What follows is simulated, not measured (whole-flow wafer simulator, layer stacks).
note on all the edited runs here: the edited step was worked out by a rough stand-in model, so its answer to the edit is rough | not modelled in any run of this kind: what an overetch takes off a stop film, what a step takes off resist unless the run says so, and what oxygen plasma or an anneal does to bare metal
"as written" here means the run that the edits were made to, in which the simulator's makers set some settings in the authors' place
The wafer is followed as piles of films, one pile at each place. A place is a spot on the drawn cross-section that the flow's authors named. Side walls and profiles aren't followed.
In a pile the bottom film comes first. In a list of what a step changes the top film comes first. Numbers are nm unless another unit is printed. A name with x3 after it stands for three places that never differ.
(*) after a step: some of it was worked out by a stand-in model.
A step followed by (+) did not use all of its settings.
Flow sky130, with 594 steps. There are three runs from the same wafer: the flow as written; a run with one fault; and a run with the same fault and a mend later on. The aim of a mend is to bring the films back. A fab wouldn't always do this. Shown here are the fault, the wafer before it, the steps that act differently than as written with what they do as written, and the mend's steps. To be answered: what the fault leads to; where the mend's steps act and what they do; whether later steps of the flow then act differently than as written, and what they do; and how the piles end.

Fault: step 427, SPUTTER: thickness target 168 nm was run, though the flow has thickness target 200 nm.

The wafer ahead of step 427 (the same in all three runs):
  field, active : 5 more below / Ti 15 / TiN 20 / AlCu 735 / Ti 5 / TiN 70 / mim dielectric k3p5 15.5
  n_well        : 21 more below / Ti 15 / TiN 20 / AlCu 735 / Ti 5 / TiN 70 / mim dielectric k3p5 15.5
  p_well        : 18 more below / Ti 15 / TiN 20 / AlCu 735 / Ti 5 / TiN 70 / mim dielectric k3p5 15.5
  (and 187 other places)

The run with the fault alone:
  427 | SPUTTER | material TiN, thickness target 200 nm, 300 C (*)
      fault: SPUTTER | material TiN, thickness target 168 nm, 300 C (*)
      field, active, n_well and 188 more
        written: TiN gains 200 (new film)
        fault: TiN gains 168 (new film)
  Steps later in the flow that act otherwise than as written (3 other steps are not shown; they differ only slightly, by no more than 2% or 0.5 nm, whichever is larger):
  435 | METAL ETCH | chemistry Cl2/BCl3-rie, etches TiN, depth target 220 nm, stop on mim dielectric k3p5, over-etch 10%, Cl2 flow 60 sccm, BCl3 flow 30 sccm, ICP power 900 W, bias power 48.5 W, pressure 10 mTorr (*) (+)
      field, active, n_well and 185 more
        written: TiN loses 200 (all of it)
        fault: TiN loses 168 (all of it)
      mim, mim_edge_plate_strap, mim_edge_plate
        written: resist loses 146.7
        fault: resist loses 123.2
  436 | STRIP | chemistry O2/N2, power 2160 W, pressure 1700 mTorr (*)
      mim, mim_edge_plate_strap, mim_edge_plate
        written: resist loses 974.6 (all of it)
        fault: resist loses 998.1 (all of it)
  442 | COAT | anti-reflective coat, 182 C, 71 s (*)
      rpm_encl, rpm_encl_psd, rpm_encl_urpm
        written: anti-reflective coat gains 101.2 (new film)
        fault: anti-reflective coat gains 104.1 (new film)
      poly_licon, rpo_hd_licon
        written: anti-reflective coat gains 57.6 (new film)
        fault: anti-reflective coat gains 66.3 (new film)
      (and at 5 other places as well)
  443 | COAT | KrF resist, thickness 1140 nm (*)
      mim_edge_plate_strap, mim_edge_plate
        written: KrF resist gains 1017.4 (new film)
        fault: KrF resist gains 1049.4 (new film)
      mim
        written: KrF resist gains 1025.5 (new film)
        fault: KrF resist gains 1054.7 (new film)
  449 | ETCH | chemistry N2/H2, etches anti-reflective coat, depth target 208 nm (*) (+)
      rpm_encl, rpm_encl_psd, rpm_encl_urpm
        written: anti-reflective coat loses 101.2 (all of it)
        fault: anti-reflective coat loses 104.1 (all of it)
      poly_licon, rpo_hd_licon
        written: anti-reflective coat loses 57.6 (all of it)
        fault: anti-reflective coat loses 66.3 (all of it)
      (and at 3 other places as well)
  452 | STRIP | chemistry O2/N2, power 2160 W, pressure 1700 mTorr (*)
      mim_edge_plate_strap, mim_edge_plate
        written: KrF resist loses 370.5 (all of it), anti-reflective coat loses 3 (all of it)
        fault: KrF resist loses 402.5 (all of it), anti-reflective coat loses 3 (all of it)
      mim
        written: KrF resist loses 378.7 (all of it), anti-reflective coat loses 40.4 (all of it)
        fault: KrF resist loses 407.8 (all of it), anti-reflective coat loses 33.5 (all of it)
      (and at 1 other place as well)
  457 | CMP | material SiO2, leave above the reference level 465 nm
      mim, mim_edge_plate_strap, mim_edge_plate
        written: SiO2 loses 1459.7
        fault: SiO2 loses 1427.7
  At mim, mim_edge_plate_strap, mim_edge_plate, the piles at the end differ from the flow's by more than 2% or 0.5 nm, whichever is larger.
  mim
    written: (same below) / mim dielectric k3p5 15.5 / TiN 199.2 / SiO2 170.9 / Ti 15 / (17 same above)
    fault: (same below) / mim dielectric k3p5 15.5 / TiN 167.2 / SiO2 202.9 / Ti 15 / (17 same above)
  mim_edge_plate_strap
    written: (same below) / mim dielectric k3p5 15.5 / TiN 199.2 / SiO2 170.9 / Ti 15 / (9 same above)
    fault: (same below) / mim dielectric k3p5 15.5 / TiN 167.2 / SiO2 202.9 / Ti 15 / (9 same above)
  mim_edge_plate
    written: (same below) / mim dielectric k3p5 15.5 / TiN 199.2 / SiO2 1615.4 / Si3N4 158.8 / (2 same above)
    fault: (same below) / mim dielectric k3p5 15.5 / TiN 167.2 / SiO2 1647.4 / Si3N4 158.8 / (2 same above)

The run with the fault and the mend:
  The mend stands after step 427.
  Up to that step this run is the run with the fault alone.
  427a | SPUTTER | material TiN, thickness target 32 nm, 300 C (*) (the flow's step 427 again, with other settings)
      field, active, n_well and 188 more
        TiN gains 32
  Every later step of the flow that is run acts as written at every place that is followed.
  The piles end the same as the flow's at every place that both follow.
